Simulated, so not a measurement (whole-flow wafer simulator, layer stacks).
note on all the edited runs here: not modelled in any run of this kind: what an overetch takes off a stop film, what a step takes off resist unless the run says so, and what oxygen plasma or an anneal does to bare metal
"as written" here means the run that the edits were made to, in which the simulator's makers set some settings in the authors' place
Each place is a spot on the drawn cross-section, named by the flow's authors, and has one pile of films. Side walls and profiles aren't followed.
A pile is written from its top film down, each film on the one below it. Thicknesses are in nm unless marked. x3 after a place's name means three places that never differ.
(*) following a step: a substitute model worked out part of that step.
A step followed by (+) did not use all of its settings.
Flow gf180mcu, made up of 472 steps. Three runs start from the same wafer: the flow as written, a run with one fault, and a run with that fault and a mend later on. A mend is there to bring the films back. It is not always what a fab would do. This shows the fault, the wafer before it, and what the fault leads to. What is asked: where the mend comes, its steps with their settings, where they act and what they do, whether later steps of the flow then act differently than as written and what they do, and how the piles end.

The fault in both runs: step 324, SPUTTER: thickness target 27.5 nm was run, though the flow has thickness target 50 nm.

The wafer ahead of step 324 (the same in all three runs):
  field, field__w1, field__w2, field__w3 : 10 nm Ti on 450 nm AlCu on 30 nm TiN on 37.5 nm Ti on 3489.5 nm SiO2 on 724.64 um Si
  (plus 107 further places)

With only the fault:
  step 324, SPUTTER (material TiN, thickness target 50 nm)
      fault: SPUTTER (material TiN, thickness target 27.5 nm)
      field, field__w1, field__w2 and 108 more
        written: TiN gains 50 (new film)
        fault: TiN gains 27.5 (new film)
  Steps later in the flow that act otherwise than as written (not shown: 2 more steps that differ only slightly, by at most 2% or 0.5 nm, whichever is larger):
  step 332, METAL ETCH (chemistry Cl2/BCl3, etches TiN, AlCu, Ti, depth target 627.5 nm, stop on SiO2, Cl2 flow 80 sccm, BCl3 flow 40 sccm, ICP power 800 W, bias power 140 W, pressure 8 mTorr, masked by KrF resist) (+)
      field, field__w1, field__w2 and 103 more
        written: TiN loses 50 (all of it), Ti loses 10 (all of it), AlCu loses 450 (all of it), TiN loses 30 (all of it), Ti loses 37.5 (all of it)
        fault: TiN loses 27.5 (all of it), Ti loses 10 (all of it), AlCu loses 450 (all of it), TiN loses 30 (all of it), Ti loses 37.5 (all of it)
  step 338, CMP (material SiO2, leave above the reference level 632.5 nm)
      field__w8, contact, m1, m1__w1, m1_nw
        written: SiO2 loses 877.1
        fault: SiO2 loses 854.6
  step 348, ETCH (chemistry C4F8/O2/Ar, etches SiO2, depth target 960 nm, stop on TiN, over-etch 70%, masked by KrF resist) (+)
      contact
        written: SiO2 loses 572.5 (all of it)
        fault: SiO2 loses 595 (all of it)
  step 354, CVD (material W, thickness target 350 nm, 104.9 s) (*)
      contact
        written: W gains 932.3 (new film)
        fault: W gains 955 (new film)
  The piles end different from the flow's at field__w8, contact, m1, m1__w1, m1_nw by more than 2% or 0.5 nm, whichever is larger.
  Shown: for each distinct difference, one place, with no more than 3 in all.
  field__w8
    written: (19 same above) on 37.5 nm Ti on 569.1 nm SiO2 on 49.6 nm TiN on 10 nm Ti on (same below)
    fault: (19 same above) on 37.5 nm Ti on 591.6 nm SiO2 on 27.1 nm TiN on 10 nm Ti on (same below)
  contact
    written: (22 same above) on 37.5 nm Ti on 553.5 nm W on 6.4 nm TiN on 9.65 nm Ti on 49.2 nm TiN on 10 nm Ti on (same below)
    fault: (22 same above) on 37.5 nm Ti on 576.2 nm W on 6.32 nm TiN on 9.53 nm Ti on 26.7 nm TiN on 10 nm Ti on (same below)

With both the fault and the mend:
  After step 324 comes the mend.
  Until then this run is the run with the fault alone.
  step 324a, SPUTTER (material TiN, thickness target 22.5 nm) (a further turn of the flow's step 324, with different settings)
      field, field__w1, field__w2 and 108 more
        TiN gains 22.5
  Every later step of the flow that is run acts as written at every place that is followed.
  At every place that both follow, the piles at the end match the flow's.
